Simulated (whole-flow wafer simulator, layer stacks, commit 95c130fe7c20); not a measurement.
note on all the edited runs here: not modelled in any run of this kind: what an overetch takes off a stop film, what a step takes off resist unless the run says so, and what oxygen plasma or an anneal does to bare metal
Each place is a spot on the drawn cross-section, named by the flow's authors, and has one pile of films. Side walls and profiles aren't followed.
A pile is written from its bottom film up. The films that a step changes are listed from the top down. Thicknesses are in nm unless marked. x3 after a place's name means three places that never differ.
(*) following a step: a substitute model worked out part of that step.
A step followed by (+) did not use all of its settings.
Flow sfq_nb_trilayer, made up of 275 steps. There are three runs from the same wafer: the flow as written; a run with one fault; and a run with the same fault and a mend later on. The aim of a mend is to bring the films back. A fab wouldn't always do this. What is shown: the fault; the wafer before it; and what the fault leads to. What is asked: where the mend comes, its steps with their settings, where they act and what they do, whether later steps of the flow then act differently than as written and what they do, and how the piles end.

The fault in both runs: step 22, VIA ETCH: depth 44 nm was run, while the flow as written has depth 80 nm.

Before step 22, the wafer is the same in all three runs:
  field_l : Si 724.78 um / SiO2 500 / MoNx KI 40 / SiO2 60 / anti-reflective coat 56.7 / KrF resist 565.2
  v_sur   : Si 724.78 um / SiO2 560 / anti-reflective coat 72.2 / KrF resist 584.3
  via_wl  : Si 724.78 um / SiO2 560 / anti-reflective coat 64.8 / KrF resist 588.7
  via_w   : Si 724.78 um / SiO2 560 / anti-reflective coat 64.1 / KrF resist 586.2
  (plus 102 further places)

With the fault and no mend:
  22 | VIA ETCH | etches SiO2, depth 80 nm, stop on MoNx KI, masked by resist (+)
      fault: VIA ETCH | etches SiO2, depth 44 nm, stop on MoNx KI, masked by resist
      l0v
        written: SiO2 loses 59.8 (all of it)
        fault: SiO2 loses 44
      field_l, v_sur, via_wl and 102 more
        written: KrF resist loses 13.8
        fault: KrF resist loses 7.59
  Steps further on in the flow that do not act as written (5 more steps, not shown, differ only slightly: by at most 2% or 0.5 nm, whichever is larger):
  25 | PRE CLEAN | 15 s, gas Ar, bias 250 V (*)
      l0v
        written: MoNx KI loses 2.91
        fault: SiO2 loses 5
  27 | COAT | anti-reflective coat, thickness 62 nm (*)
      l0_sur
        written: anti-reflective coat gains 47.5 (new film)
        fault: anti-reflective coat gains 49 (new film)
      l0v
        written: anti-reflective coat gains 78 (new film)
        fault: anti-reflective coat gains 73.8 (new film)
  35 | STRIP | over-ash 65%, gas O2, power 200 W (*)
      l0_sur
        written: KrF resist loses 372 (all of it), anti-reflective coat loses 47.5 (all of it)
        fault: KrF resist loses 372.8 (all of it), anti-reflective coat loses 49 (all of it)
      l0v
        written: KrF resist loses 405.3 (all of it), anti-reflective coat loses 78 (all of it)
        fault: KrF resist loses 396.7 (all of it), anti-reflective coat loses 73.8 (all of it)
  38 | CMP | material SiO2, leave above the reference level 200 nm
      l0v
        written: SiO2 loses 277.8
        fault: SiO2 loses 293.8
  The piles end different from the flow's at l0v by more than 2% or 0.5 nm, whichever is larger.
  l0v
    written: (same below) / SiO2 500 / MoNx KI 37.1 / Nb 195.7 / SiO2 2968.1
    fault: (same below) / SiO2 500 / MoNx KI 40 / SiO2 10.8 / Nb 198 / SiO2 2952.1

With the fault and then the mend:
  After step 22 comes the mend.
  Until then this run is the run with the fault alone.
  22a | VIA ETCH | etches SiO2, depth 36 nm, stop on MoNx KI, masked by resist (+) (a further turn of the flow's step 22, with different settings)
      field_l, v_sur, via_wl and 102 more
        KrF resist loses 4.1
      l0v
        SiO2 loses 15.8 (all of it)
  Every later step of the flow that is run acts as written, at every place that is followed, to within 2% or 0.5 nm, whichever is larger.
  The piles end the same as the flow's at every place that both follow.
